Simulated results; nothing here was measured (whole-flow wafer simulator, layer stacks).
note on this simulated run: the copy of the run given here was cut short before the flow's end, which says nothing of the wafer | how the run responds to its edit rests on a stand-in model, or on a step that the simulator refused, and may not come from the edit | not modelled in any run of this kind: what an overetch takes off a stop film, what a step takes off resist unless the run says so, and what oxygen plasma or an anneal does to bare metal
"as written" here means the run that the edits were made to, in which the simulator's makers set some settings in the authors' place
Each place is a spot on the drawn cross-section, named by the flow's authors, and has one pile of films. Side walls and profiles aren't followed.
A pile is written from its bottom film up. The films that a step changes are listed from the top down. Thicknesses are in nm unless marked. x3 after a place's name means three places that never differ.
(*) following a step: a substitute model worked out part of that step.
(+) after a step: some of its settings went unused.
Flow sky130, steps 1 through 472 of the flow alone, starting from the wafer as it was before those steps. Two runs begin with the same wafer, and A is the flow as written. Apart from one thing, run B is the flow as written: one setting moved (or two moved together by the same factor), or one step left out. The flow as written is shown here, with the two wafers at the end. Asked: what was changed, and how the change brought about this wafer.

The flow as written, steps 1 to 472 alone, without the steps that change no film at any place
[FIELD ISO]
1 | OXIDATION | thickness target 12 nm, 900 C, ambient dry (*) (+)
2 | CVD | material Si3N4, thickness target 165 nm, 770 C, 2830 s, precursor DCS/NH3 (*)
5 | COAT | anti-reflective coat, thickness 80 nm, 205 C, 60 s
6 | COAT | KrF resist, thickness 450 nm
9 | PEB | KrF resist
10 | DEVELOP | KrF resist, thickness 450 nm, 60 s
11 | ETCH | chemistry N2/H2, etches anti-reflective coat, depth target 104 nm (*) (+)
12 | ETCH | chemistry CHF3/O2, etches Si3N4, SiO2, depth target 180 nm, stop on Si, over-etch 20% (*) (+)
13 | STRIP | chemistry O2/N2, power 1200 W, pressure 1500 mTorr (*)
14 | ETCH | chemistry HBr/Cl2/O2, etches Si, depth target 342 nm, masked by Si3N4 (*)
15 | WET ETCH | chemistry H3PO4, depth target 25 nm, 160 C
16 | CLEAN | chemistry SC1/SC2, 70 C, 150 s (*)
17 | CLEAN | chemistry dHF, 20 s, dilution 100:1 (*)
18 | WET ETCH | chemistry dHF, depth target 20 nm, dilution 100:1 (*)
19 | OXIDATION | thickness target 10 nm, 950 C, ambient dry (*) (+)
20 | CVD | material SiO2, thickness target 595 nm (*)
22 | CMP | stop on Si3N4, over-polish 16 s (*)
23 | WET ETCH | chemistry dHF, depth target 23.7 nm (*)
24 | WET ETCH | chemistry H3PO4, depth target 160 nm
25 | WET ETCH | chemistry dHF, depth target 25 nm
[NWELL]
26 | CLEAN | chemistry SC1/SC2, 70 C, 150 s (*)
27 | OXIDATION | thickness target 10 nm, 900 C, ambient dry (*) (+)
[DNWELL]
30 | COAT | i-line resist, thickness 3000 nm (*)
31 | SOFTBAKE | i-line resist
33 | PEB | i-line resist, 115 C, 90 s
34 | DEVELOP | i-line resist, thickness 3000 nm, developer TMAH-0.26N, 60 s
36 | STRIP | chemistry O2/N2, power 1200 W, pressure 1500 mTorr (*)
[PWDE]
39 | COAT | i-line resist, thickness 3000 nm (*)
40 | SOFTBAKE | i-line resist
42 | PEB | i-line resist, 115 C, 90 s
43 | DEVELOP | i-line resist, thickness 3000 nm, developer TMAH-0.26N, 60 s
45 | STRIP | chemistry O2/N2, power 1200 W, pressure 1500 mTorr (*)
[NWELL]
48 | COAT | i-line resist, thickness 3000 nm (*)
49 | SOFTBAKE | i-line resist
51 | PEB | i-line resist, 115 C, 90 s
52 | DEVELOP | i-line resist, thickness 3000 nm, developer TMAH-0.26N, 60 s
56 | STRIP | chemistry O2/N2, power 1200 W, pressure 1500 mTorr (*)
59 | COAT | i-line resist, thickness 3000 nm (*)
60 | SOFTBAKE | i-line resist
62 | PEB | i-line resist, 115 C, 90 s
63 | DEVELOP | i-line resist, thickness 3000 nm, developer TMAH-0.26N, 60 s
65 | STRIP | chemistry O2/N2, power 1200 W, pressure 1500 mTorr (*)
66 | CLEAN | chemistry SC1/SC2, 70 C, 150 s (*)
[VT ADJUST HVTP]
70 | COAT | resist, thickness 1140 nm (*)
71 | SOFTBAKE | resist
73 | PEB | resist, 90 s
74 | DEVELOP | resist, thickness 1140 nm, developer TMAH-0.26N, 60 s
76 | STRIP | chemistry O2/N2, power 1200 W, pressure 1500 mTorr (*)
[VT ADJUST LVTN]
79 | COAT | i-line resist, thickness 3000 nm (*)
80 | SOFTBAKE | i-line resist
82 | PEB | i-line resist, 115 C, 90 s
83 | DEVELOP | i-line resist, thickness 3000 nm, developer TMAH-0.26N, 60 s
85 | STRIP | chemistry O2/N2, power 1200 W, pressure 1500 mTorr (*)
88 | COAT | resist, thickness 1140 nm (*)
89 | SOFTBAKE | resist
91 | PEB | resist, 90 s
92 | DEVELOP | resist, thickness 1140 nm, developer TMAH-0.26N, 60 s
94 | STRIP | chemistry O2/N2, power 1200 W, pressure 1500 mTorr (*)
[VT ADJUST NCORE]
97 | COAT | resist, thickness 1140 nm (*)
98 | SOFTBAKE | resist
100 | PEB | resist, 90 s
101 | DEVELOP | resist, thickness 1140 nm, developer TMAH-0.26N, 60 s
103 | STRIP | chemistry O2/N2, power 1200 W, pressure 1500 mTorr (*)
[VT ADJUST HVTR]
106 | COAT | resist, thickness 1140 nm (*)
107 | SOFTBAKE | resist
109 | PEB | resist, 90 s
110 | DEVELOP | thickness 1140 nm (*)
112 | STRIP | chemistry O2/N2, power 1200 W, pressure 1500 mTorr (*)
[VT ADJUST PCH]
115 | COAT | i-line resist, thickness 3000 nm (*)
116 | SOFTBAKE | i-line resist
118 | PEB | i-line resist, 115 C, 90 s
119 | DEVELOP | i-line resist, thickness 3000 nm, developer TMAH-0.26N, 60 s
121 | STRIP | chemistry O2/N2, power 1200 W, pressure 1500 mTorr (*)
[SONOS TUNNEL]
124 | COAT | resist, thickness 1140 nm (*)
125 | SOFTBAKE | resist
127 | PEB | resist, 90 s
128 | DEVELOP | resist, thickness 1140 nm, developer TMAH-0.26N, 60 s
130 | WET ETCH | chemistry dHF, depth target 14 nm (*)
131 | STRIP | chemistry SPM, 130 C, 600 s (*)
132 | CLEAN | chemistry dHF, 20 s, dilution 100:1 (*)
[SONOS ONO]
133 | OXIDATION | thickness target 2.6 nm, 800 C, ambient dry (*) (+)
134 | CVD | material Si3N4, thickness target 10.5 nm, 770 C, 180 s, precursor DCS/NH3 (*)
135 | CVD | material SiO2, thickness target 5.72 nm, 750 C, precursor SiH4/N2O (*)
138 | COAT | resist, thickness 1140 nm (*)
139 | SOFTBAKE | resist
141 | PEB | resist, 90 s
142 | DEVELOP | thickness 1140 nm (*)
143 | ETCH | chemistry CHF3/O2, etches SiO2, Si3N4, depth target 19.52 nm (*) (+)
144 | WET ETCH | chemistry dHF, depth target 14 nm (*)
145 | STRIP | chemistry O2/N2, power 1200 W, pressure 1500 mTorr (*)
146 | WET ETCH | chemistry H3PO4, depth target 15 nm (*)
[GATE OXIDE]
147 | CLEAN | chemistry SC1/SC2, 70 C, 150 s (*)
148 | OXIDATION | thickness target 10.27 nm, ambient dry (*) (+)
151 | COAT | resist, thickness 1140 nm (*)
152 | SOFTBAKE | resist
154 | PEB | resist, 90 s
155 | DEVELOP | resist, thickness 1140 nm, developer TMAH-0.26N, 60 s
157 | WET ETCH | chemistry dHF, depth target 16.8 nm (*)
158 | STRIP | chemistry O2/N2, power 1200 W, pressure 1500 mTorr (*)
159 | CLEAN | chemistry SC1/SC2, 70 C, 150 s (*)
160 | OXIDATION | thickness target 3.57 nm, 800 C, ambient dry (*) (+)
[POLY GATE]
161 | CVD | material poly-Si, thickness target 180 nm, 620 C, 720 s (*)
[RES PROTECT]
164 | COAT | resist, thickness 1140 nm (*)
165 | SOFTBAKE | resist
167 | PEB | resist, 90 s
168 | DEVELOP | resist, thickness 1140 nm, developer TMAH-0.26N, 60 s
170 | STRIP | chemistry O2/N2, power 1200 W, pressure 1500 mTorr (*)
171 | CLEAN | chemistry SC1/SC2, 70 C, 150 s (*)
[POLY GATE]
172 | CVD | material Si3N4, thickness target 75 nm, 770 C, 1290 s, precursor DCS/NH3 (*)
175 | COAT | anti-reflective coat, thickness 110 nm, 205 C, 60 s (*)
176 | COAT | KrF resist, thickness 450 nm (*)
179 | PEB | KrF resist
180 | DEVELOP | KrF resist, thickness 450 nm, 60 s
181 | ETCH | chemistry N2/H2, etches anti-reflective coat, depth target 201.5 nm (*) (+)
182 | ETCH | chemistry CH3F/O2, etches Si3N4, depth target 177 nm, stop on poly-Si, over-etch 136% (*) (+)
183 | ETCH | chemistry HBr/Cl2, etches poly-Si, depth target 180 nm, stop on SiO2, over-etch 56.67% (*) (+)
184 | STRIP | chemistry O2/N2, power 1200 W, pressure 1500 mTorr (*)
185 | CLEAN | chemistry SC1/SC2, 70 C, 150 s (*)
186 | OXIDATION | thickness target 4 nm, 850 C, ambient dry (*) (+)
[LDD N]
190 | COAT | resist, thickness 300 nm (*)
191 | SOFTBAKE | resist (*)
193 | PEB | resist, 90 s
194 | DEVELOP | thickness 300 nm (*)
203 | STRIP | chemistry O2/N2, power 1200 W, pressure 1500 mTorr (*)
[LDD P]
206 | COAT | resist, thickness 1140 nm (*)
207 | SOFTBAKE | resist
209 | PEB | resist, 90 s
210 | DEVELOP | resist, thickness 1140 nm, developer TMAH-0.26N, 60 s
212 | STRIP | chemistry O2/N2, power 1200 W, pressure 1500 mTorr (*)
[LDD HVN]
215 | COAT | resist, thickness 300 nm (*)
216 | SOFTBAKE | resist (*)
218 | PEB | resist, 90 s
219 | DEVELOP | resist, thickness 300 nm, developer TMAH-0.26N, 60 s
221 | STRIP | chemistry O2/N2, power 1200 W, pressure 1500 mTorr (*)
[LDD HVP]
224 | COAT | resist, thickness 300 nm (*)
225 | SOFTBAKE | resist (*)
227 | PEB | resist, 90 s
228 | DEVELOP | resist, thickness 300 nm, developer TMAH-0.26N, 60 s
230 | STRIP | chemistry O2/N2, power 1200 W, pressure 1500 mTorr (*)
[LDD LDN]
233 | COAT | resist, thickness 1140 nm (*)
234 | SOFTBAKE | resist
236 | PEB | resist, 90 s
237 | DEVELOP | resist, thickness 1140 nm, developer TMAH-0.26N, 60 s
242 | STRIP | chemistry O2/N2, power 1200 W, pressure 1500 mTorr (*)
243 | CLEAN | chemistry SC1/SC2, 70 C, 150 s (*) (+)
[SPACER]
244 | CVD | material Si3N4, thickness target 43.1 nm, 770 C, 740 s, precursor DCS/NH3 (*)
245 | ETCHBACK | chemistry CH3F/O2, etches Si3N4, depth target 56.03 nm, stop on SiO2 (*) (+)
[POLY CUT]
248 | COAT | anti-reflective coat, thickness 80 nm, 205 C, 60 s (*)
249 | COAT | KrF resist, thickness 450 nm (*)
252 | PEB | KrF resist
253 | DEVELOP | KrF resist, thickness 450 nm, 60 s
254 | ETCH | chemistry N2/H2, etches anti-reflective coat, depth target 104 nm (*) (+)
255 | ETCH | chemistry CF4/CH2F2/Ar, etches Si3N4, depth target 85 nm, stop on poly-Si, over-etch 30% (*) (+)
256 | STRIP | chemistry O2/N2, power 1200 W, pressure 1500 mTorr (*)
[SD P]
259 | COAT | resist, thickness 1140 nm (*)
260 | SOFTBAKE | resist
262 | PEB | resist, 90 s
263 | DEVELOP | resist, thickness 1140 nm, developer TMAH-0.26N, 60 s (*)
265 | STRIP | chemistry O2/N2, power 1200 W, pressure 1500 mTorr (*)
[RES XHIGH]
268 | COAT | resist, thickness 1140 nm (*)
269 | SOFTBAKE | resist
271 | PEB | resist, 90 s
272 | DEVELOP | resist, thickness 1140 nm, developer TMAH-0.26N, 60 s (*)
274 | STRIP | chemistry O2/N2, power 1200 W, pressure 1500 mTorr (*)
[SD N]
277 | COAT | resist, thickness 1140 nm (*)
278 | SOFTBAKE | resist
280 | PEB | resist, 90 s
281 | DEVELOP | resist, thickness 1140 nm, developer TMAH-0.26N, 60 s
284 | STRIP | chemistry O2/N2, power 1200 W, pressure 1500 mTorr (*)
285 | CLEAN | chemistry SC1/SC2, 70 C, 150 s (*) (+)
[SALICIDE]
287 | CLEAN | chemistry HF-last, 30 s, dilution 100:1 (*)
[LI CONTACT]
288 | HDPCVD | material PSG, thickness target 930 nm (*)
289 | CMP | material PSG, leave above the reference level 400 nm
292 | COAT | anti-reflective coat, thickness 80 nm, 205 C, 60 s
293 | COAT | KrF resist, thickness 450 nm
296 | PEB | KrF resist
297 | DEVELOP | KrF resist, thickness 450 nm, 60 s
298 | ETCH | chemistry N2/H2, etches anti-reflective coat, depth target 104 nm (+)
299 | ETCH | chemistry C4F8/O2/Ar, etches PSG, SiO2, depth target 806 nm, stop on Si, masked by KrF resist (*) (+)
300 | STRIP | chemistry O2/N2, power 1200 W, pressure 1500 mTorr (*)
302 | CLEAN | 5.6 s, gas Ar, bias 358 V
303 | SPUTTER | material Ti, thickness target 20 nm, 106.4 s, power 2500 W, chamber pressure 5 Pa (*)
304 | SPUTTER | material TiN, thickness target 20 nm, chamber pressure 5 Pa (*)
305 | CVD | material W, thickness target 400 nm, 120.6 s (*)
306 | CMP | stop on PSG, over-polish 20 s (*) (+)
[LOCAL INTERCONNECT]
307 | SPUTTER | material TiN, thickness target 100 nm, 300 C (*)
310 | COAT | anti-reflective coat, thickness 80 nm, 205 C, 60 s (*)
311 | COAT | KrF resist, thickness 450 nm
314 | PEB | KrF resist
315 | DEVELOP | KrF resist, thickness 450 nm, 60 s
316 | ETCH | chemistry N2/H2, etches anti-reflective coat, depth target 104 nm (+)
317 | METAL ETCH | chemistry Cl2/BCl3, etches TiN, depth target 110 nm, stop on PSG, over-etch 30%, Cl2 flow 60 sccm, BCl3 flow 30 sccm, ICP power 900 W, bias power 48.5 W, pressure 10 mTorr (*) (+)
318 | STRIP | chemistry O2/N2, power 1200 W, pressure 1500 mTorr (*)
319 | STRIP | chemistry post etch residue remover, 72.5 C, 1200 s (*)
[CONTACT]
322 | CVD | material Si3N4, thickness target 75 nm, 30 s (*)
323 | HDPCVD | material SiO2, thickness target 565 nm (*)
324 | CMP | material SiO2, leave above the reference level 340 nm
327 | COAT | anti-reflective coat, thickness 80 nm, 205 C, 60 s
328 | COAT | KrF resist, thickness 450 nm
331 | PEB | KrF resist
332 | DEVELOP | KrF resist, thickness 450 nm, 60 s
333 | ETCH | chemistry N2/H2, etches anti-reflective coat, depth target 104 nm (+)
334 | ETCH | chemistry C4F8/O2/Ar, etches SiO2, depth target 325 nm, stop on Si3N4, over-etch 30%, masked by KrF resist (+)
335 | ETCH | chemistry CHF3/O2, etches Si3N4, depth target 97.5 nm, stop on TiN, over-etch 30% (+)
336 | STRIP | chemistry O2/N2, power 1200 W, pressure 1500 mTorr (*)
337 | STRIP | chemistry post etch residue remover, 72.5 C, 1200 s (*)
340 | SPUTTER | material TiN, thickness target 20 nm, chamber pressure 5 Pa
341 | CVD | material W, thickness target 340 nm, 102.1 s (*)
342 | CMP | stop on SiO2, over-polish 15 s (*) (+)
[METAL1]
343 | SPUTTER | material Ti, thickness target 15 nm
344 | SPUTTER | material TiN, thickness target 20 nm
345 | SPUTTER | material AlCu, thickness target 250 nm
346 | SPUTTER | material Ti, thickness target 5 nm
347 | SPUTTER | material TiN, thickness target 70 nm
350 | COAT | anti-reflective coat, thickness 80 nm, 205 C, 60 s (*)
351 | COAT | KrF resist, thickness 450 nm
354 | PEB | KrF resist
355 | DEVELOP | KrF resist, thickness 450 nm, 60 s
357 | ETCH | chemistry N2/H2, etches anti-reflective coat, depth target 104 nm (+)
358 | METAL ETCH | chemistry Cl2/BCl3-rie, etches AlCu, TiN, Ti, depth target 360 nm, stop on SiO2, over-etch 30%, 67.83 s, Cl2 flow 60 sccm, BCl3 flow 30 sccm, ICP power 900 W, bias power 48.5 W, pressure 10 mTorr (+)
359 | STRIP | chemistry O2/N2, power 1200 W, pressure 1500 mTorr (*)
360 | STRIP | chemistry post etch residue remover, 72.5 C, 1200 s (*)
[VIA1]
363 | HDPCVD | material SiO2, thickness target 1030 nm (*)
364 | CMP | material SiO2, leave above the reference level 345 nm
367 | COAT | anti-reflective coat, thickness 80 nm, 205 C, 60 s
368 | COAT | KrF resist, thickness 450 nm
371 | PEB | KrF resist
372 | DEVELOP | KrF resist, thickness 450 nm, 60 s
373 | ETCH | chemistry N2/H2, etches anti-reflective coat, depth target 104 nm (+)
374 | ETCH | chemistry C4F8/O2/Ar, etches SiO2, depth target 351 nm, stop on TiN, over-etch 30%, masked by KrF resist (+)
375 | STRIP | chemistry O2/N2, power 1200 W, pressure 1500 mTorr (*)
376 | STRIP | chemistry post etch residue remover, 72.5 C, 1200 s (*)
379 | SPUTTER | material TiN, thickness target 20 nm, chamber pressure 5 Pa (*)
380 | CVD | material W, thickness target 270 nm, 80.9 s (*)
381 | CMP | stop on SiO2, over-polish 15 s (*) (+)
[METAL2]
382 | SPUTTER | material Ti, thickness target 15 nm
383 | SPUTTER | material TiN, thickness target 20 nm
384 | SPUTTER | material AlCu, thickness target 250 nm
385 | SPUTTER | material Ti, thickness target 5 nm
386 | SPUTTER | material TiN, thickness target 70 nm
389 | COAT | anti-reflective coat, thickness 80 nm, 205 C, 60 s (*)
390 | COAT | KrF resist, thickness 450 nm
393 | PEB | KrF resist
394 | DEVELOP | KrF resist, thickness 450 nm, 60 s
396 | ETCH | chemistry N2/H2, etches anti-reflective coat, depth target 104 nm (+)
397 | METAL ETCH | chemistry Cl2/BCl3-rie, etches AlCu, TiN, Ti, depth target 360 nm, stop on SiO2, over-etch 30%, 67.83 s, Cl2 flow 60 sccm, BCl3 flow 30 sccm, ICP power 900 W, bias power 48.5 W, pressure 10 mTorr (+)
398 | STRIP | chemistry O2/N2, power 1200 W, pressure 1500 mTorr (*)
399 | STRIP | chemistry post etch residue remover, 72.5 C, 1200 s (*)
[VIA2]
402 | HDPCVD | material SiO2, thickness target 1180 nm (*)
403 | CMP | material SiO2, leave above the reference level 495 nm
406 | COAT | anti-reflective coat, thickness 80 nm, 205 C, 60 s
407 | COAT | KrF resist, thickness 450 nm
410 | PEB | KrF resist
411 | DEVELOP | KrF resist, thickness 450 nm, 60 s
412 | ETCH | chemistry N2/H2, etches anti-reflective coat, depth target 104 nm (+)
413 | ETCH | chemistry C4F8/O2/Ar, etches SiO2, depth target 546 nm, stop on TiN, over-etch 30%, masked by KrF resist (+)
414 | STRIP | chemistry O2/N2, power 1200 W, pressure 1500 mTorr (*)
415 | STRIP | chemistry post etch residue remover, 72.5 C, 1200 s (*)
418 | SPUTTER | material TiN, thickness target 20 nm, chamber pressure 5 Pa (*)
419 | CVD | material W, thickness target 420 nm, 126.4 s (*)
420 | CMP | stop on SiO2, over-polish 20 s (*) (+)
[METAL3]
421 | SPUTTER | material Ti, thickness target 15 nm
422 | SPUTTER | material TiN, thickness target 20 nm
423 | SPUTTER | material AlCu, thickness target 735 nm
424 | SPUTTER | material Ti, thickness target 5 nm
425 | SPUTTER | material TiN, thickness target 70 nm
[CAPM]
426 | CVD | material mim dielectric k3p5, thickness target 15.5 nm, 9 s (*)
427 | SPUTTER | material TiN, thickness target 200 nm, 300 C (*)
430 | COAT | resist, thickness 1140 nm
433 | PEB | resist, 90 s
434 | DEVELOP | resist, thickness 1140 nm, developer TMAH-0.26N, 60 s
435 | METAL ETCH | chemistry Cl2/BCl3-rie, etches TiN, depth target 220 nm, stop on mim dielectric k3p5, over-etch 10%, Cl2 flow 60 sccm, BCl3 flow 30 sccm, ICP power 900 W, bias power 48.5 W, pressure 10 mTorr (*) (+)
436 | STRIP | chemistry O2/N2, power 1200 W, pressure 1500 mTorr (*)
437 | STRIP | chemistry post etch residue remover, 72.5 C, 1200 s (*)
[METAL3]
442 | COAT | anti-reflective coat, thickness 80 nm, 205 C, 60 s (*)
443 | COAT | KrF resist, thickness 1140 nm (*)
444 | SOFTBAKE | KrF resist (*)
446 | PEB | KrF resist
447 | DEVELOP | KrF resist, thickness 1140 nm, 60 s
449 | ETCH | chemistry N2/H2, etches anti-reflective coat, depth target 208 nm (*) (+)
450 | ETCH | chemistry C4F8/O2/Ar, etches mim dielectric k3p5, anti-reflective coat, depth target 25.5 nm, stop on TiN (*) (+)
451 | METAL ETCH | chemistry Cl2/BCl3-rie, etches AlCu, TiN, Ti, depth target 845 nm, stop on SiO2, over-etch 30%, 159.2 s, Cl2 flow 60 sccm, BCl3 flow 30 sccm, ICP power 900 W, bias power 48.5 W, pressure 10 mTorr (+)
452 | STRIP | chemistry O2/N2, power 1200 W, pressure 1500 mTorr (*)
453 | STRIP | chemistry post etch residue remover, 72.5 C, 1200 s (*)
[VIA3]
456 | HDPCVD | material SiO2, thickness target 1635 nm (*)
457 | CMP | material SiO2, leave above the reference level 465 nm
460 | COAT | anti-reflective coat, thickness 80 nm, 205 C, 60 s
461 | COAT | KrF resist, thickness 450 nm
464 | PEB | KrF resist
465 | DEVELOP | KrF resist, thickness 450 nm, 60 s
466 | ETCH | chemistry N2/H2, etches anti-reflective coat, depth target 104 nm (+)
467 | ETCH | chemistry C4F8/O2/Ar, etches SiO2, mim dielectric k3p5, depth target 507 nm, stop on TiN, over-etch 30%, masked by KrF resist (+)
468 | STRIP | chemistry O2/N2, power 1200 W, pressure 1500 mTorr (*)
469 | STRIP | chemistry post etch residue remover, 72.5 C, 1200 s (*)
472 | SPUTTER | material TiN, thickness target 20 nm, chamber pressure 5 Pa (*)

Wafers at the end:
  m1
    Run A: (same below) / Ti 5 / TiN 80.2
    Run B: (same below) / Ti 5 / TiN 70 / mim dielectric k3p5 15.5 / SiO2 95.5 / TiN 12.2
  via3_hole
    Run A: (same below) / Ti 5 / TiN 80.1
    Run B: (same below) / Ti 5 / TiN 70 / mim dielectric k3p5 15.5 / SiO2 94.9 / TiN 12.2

What caused this: step 467, ETCH: depth target 279 nm was run, whereas the flow has depth target 507 nm.

Step by step, how the change led to this:
  467 | ETCH | chemistry C4F8/O2/Ar, etches SiO2, mim dielectric k3p5, depth target 507 nm, stop on TiN, over-etch 30%, masked by KrF resist (+)
      m1: A -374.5 SiO2 (all of it), -15.5 mim dielectric k3p5 (all of it) | B -279 SiO2
      via3_hole: A -373.9 SiO2 (all of it), -15.5 mim dielectric k3p5 (all of it) | B -279 SiO2
      (as well as at 190 more places)
  468 | STRIP | chemistry O2/N2, power 1200 W, pressure 1500 mTorr (*)
      field, active, n_well and 187 more: A -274 KrF resist (all of it), -80 anti-reflective coat (all of it) | B -319.6 KrF resist (all of it), -80 anti-reflective coat (all of it)
  472 | SPUTTER | material TiN, thickness target 20 nm, chamber pressure 5 Pa (*)
      m1, via3_hole: A +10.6 TiN | B +12.2 TiN (new film)
If metal films that touch count as one body, m1 has 3 bodies (between them, from the top down: SiO2 95.5 / mim dielectric k3p5 15.5; SiO2 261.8 / Si3N4 75); the flow as written gives 2 bodies (between them, from the top down: SiO2 261.8 / Si3N4 75).
If metal films that touch count as one body, via3_hole has 2 bodies (between them, from the top down: SiO2 94.9 / mim dielectric k3p5 15.5); the flow as written gives 1 body.
